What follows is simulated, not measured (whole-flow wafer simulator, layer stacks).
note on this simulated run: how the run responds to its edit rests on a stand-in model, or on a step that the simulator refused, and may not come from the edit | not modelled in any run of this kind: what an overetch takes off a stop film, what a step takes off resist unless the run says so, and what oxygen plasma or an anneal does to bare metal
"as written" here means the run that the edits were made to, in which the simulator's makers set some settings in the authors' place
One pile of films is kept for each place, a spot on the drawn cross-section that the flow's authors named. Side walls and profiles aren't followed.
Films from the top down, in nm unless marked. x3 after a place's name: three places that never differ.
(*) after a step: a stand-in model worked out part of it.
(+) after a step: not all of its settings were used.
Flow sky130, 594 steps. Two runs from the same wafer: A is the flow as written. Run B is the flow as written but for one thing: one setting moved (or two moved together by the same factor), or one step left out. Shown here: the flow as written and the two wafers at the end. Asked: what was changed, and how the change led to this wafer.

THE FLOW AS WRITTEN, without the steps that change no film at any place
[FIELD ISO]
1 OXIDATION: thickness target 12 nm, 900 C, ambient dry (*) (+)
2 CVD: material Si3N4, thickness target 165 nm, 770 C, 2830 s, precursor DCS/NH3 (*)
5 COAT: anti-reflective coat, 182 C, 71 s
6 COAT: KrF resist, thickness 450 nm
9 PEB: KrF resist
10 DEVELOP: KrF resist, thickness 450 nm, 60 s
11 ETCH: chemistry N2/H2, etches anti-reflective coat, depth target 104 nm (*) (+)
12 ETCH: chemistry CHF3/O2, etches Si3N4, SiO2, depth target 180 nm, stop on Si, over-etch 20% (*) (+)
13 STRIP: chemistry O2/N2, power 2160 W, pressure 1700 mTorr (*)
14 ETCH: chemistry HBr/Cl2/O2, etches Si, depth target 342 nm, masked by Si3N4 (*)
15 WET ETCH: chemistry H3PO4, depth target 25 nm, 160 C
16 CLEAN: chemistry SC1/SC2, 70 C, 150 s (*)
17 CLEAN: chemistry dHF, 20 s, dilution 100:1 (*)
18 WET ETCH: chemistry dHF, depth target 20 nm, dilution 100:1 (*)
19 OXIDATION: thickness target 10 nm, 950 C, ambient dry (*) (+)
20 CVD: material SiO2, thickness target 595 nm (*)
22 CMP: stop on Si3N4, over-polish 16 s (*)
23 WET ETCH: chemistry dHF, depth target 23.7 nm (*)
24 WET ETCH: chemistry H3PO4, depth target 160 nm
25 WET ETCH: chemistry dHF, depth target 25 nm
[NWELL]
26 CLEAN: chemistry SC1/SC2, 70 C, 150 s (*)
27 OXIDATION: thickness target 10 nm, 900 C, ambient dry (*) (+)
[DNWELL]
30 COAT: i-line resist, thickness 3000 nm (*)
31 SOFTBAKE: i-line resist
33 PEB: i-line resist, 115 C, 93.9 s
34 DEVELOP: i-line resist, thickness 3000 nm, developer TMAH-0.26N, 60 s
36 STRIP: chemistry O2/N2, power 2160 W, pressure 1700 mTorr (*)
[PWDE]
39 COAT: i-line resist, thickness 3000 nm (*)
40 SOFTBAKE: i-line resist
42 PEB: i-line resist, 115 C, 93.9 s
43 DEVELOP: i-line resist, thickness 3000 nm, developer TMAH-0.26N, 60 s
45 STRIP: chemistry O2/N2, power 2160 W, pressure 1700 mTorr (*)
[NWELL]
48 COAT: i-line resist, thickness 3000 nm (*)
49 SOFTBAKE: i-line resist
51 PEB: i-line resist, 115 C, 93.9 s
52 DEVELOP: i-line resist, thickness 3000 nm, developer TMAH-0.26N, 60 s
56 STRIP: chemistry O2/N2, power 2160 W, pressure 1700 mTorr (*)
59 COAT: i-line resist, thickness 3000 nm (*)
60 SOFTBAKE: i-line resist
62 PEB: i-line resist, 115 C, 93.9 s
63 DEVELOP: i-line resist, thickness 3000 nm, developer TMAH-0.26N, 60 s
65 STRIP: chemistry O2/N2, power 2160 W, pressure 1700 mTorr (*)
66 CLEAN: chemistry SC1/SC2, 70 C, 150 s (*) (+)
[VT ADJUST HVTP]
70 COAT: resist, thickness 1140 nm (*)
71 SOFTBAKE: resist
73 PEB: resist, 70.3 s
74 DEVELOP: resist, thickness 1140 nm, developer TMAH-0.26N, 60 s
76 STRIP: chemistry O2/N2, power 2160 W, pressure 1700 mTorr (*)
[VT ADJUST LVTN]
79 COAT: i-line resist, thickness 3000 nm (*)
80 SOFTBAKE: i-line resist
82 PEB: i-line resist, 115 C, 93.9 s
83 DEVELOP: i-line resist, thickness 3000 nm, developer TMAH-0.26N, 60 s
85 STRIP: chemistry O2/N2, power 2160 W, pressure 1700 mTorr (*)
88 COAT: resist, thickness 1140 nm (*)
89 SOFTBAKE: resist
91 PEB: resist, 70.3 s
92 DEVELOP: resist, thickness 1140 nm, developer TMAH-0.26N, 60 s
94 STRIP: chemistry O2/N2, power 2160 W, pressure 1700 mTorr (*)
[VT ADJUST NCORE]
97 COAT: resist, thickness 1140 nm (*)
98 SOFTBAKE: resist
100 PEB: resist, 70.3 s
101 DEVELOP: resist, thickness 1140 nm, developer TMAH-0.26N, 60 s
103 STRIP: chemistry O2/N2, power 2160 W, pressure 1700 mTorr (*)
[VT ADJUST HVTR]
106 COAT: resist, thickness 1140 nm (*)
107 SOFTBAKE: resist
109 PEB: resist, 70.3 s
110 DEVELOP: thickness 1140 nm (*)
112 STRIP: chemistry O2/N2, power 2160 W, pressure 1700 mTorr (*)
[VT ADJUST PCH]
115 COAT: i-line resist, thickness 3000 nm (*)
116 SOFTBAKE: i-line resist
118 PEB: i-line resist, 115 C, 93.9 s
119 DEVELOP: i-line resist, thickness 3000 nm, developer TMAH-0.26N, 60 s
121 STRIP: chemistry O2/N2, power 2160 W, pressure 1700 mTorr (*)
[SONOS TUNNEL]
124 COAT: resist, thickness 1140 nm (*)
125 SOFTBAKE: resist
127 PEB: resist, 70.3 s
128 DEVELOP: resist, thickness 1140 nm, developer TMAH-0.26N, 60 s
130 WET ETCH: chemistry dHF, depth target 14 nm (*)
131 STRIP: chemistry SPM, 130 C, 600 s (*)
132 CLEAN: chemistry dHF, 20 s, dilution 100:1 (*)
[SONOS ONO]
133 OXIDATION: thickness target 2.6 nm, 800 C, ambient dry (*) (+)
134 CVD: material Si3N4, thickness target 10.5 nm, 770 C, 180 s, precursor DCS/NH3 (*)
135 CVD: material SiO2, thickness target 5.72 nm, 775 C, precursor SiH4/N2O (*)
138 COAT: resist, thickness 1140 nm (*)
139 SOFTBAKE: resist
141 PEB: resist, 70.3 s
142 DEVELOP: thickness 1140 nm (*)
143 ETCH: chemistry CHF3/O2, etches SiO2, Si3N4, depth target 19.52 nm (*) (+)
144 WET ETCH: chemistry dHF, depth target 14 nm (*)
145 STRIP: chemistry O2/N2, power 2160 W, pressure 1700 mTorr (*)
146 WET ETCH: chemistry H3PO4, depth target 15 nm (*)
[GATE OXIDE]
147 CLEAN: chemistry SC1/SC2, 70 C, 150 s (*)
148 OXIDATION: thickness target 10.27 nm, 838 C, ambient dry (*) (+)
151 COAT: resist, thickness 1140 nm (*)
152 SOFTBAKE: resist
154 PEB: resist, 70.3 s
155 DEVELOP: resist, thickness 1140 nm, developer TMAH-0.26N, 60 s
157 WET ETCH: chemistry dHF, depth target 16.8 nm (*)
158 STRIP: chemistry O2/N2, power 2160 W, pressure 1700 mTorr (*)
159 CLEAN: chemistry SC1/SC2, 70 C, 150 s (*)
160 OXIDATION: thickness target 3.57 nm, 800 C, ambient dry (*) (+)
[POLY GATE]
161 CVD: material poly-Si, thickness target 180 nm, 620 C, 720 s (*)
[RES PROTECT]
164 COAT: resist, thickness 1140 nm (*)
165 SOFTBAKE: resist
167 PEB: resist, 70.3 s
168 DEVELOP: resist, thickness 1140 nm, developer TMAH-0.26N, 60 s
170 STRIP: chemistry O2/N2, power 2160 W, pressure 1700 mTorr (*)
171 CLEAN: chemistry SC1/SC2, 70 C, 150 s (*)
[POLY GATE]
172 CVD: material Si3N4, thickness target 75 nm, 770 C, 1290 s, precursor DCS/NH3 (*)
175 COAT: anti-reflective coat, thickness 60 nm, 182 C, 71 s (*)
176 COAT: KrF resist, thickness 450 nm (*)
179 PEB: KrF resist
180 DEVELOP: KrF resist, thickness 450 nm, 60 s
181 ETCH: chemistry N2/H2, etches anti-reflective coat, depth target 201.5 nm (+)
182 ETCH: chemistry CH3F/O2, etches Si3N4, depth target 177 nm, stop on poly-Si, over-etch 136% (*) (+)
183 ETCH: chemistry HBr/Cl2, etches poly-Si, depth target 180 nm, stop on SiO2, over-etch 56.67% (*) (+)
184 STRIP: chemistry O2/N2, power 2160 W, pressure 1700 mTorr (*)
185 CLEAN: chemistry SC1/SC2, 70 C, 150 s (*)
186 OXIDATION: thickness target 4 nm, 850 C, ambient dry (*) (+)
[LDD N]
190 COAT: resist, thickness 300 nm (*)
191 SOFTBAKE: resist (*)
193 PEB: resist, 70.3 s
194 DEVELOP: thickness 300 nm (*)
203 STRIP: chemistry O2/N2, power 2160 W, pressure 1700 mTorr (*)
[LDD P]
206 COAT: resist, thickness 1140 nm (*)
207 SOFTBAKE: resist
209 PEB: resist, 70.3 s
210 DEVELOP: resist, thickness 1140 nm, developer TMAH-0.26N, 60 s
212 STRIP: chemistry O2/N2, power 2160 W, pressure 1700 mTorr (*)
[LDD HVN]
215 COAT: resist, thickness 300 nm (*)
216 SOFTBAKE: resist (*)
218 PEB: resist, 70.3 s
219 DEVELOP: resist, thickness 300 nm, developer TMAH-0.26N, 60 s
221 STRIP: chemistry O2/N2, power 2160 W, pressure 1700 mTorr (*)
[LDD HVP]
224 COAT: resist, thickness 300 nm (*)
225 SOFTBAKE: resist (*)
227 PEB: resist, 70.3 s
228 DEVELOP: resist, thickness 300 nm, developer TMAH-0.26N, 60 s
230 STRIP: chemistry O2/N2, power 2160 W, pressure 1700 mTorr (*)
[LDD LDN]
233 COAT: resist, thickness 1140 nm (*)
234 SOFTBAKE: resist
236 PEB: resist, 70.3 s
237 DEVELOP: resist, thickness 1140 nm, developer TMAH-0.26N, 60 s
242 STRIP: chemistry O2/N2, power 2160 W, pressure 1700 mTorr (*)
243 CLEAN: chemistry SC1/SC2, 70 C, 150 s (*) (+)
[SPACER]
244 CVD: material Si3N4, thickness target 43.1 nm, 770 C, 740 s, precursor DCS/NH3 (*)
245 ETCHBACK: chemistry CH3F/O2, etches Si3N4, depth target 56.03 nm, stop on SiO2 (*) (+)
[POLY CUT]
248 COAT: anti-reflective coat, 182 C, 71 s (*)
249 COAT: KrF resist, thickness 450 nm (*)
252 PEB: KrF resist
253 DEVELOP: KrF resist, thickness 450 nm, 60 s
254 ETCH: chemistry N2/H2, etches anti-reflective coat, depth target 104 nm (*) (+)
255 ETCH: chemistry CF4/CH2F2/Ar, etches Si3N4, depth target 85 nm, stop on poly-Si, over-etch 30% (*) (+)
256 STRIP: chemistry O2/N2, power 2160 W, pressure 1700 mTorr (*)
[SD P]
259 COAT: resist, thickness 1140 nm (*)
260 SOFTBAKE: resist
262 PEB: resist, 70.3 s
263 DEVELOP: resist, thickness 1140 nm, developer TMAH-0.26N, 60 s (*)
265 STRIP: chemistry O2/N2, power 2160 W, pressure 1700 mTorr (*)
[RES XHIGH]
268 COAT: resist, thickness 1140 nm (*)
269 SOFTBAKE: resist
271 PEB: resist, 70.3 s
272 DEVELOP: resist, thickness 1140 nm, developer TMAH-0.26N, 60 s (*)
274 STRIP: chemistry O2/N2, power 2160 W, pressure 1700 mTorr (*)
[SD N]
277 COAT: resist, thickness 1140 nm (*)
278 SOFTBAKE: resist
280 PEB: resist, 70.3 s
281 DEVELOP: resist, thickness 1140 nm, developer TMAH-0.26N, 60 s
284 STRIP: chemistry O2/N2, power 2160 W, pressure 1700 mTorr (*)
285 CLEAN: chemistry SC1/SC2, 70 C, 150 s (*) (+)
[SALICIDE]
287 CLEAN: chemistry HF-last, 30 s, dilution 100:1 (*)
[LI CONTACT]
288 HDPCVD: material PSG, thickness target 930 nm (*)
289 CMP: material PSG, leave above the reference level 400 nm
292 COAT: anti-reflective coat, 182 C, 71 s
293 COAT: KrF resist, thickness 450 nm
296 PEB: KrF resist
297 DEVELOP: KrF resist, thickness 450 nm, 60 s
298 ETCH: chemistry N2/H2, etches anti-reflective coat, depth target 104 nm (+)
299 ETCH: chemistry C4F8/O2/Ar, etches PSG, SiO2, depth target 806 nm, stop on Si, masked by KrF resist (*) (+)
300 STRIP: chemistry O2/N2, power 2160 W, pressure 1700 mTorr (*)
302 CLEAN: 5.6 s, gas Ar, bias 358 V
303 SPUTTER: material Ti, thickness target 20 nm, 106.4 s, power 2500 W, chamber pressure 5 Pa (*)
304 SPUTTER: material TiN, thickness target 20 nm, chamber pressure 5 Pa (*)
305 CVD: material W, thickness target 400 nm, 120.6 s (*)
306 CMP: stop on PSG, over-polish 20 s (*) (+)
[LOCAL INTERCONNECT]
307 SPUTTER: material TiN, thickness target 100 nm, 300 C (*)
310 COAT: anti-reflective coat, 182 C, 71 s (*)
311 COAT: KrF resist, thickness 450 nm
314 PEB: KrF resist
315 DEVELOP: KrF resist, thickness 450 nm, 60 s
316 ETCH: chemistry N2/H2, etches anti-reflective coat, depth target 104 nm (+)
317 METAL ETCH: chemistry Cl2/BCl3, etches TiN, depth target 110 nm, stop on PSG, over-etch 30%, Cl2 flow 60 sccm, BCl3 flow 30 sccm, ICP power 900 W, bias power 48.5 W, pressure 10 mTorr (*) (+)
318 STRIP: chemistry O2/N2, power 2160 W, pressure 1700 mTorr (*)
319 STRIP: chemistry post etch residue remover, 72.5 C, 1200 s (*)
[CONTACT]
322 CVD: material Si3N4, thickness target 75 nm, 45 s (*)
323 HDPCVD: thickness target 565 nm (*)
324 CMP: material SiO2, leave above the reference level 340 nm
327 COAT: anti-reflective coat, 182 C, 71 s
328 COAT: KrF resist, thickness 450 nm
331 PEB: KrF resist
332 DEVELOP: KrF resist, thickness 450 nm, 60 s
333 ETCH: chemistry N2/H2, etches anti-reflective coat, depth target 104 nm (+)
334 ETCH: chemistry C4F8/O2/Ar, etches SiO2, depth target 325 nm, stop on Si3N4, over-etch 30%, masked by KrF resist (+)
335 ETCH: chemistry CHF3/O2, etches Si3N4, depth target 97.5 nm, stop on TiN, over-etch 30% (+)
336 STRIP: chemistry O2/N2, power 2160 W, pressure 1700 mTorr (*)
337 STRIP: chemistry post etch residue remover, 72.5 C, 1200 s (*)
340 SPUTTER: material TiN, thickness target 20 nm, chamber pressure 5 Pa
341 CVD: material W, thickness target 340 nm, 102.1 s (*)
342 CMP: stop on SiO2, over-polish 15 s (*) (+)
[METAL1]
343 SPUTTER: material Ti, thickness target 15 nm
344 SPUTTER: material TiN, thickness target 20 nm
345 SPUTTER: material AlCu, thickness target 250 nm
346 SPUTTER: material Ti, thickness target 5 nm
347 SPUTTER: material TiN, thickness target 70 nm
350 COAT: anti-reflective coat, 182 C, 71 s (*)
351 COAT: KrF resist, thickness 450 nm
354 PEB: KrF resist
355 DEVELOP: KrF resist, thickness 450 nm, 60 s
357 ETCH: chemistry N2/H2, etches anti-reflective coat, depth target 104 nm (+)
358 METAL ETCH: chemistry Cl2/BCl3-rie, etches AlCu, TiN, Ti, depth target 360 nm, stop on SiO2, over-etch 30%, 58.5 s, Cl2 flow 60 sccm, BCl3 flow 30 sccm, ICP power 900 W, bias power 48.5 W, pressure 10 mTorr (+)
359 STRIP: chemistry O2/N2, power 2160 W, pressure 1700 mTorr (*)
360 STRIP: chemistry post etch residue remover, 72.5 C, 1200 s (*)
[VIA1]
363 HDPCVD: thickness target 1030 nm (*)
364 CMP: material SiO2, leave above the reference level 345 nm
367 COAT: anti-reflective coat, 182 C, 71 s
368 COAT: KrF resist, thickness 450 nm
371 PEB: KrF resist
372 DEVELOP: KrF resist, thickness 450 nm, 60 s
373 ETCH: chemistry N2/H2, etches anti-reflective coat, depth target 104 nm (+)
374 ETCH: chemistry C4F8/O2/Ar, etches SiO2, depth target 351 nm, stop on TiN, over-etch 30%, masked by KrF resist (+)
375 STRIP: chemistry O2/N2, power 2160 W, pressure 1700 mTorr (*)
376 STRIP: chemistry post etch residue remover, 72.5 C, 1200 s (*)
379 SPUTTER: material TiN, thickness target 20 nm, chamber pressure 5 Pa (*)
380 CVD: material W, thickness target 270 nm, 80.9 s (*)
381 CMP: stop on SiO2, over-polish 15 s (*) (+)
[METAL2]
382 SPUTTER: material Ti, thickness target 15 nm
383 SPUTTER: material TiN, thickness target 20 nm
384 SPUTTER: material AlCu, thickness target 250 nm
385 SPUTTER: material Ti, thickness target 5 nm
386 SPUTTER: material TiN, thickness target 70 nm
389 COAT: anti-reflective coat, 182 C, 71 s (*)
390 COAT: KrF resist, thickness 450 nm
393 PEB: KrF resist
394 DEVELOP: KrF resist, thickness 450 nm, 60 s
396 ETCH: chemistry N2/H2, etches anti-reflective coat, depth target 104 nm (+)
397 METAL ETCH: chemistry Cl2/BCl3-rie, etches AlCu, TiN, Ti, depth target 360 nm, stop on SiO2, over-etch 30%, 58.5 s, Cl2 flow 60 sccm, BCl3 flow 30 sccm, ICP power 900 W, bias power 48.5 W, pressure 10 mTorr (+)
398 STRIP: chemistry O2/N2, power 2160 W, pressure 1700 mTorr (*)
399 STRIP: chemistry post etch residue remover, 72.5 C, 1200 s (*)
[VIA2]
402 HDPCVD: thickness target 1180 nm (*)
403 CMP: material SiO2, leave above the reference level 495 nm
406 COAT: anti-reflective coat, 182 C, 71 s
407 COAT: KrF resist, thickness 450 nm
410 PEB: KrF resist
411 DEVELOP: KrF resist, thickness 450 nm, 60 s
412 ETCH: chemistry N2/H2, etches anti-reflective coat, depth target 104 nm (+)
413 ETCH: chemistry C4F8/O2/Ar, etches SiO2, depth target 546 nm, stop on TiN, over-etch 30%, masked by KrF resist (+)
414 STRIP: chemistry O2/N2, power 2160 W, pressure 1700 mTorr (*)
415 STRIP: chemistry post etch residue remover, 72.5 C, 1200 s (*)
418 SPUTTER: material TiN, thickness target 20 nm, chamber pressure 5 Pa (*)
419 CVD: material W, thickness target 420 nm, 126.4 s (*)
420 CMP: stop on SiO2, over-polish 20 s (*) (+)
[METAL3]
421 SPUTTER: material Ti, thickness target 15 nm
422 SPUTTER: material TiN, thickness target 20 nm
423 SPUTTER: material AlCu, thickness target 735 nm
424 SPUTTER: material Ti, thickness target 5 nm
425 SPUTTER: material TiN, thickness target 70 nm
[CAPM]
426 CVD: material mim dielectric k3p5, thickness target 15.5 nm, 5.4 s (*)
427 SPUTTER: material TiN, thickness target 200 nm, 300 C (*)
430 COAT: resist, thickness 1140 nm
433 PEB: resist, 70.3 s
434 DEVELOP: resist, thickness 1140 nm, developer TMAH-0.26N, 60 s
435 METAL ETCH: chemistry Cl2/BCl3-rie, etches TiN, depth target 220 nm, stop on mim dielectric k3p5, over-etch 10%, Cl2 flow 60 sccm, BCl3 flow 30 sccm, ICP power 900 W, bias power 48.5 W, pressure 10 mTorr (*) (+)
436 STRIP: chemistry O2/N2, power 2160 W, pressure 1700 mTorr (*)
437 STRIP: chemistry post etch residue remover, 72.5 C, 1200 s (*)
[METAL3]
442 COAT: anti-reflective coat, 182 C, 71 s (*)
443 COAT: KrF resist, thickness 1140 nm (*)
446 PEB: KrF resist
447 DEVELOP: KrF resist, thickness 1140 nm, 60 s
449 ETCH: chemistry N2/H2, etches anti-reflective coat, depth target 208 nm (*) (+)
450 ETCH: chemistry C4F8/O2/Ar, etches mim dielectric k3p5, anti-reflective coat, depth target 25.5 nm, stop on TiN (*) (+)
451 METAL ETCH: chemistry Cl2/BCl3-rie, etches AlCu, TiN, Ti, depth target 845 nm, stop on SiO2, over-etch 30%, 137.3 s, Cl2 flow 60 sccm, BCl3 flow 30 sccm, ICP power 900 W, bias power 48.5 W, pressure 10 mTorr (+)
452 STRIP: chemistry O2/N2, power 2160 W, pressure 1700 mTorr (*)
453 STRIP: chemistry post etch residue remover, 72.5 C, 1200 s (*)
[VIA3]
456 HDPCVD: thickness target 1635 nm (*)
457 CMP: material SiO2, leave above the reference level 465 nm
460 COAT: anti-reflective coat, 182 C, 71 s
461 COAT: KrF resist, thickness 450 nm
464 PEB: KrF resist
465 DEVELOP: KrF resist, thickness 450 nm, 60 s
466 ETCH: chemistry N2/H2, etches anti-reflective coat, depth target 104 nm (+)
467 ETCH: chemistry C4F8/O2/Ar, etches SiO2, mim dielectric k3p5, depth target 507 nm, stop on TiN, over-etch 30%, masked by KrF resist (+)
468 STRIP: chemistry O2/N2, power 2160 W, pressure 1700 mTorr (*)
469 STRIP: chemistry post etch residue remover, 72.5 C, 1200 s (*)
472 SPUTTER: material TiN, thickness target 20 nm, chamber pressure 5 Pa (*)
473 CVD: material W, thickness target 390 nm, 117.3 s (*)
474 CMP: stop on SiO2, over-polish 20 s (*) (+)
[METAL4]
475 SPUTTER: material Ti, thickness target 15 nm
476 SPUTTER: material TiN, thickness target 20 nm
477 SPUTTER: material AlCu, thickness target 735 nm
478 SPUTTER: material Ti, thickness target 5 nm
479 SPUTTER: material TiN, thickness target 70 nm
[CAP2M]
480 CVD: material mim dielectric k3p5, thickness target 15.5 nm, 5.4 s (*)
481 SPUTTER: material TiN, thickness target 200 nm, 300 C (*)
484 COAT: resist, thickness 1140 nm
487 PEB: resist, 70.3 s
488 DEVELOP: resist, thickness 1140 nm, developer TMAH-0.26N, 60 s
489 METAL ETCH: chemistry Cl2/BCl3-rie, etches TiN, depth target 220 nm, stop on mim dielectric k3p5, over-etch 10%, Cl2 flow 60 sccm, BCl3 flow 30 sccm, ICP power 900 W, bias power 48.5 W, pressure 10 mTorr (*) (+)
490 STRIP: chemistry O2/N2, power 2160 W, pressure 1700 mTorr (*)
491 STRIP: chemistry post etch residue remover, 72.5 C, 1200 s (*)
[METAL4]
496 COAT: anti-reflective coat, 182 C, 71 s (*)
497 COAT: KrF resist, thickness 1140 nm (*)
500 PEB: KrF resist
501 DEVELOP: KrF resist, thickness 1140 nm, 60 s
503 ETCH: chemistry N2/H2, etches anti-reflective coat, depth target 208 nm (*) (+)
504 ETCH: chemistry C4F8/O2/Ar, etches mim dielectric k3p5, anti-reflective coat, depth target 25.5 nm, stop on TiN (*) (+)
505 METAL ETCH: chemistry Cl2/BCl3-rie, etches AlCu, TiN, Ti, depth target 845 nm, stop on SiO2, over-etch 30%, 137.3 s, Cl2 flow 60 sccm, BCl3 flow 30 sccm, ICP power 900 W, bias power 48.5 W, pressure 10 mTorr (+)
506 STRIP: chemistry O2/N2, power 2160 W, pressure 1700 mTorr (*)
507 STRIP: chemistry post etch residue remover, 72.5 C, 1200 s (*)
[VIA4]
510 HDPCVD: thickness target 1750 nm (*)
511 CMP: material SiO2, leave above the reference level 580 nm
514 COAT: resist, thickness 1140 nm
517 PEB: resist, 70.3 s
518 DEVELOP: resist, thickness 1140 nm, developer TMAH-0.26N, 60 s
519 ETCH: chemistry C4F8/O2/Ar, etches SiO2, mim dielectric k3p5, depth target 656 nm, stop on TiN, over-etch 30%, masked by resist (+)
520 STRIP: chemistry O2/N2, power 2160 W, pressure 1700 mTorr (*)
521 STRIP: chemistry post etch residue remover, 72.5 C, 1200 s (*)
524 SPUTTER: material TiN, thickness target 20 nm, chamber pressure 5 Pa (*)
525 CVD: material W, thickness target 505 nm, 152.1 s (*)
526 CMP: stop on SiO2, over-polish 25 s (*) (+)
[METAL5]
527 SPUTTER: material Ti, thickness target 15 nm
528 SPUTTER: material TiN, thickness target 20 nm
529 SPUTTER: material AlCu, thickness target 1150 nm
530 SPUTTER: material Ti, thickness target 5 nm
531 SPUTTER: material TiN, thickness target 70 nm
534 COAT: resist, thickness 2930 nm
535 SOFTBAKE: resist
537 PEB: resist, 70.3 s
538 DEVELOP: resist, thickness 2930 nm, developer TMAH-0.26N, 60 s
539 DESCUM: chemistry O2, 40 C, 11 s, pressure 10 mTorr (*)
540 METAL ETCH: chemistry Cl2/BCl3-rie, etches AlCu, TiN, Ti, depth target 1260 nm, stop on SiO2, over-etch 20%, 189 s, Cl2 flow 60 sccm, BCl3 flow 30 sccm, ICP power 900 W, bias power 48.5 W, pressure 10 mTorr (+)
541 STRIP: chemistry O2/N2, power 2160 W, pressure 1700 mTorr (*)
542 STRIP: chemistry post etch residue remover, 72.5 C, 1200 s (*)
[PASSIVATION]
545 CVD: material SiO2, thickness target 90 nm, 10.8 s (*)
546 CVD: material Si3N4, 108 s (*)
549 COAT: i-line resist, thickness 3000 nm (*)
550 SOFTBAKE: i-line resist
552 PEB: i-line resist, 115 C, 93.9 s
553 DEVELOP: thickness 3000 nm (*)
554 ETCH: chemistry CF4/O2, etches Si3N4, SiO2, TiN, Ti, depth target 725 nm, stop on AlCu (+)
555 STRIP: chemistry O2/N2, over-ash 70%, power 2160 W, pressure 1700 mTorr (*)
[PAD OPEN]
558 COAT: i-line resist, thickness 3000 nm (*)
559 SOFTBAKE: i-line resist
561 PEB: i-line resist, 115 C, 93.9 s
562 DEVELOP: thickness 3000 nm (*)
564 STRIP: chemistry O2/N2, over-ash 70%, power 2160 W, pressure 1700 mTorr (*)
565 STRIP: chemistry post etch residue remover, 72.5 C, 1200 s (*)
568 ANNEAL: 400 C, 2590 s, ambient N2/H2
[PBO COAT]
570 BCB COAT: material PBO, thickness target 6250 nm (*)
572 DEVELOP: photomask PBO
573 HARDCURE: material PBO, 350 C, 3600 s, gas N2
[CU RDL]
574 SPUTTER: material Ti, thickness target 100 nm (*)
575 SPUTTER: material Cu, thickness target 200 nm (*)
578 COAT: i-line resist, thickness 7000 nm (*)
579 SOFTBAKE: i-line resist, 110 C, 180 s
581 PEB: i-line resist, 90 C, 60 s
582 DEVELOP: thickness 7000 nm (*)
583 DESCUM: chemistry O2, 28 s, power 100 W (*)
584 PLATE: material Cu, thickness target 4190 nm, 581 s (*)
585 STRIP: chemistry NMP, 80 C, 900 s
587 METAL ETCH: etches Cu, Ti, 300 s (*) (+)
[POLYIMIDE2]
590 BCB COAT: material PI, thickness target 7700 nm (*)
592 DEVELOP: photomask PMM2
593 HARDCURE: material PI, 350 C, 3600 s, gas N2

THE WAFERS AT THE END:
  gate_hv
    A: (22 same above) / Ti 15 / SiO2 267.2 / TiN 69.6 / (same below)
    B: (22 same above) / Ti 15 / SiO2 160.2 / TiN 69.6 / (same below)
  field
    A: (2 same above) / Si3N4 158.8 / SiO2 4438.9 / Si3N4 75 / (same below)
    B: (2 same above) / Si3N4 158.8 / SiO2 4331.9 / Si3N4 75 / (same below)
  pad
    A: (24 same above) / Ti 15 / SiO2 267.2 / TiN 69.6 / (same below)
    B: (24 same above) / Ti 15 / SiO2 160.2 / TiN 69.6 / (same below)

The cause: step 364, CMP: leave above the reference level 238 nm was run, where the flow has leave above the reference level 345 nm.

How the change led to this, step by step:
  364 CMP: material SiO2, leave above the reference level 345 nm
      n_well, p_well, gate_hv and 100 more: A SiO2 -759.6 | B SiO2 -866.6
      field, active, gate and 81 more: A SiO2 -389.1 | B SiO2 -496.1
      (and at 4 more places)
  374 ETCH: chemistry C4F8/O2/Ar, etches SiO2, depth target 351 nm, stop on TiN, over-etch 30%, masked by KrF resist (+)
      field, active, n_well and 186 more: A KrF resist -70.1 | B KrF resist -42.3
      m1, via1_hole: A SiO2 -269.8 (all of it) | B SiO2 -162.8 (all of it)
  375 STRIP: chemistry O2/N2, power 2160 W, pressure 1700 mTorr (*)
      field, active, n_well and 186 more: A KrF resist -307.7 (all of it), anti-reflective coat -80 (all of it) | B KrF resist -335.5 (all of it), anti-reflective coat -80 (all of it)
  379 SPUTTER: material TiN, thickness target 20 nm, chamber pressure 5 Pa (*)
      m1: A TiN +11 | B TiN +13.2
      via1_hole: A TiN +10.9 | B TiN +13.2
  380 CVD: material W, thickness target 270 nm, 80.9 s (*)
      m1: A W +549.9 (new film) | B W +440.6 (new film)
      via1_hole: A W +549.9 (new film) | B W +440.7 (new film)
